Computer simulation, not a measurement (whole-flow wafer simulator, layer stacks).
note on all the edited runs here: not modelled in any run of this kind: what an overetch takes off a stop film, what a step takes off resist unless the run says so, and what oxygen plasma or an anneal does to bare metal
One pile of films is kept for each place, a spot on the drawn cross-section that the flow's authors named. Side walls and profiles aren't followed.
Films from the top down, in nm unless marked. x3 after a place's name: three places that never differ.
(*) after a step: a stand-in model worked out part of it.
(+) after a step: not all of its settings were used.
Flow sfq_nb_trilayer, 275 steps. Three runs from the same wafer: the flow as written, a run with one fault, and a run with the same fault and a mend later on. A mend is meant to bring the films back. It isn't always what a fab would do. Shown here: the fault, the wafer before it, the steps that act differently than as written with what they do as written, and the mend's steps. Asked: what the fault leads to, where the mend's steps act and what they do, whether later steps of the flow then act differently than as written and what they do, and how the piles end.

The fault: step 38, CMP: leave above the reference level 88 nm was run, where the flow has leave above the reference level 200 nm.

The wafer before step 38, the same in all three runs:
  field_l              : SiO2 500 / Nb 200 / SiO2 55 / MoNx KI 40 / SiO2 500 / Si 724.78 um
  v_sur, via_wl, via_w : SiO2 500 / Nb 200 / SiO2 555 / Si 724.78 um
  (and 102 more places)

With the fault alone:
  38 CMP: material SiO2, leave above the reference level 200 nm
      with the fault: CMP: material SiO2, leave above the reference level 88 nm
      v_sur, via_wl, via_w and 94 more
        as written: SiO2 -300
        with the fault: SiO2 -412
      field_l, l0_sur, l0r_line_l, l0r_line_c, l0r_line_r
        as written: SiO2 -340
        with the fault: SiO2 -452
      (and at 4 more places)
  Later steps of the flow that act differently than as written (3 more steps differ only slightly, by at most 2% or 0.5 nm, whichever is larger, and aren't shown):
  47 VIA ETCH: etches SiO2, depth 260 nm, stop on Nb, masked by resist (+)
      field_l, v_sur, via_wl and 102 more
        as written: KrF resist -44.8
        with the fault: KrF resist -22.7
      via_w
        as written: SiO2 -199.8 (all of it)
        with the fault: SiO2 -87.8 (all of it)
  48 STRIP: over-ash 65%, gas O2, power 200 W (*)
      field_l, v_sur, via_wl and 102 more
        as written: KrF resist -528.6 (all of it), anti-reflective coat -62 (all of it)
        with the fault: KrF resist -550.7 (all of it), anti-reflective coat -62 (all of it)
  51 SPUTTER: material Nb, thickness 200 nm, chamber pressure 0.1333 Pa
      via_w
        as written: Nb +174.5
        with the fault: Nb +196.5
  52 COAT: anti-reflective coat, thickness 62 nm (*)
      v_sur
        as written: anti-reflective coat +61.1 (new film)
        with the fault: anti-reflective coat +58.1 (new film)
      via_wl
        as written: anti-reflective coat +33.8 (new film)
        with the fault: anti-reflective coat +39.5 (new film)
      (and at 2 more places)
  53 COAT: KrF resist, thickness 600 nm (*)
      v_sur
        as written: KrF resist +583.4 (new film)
        with the fault: KrF resist +595.7 (new film)
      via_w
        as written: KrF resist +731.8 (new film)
        with the fault: KrF resist +641.8 (new film)
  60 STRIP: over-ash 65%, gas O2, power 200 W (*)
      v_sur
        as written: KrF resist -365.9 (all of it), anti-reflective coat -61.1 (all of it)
        with the fault: KrF resist -378.1 (all of it), anti-reflective coat -58.1 (all of it)
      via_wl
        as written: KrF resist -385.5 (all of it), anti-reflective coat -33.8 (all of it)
        with the fault: KrF resist -393.5 (all of it), anti-reflective coat -39.5 (all of it)
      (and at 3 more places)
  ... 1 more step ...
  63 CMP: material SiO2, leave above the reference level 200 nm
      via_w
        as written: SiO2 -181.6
        with the fault: SiO2 -209.5
  At the end the piles differ from the flow's by more than 2% or 0.5 nm, whichever is larger, at field_l, v_sur, via_wl and 103 more.
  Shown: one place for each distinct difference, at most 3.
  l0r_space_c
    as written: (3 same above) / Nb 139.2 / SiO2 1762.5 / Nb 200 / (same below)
    with the fault: (3 same above) / Nb 139.2 / SiO2 1650.5 / Nb 200 / (same below)
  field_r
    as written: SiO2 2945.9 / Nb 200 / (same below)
    with the fault: SiO2 2833.9 / Nb 200 / (same below)
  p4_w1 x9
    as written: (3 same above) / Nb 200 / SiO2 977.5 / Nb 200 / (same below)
    with the fault: (3 same above) / Nb 200 / SiO2 865.5 / Nb 200 / (same below)

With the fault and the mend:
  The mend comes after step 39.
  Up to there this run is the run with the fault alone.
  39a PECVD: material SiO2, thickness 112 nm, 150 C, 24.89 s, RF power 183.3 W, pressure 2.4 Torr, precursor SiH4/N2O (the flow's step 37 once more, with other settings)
      field_l, v_sur, via_wl and 103 more
        SiO2 +112
  No later step of the flow acts differently than as written at any place that is followed.
  At the end the piles are the same as the flow's at every place that both follow.
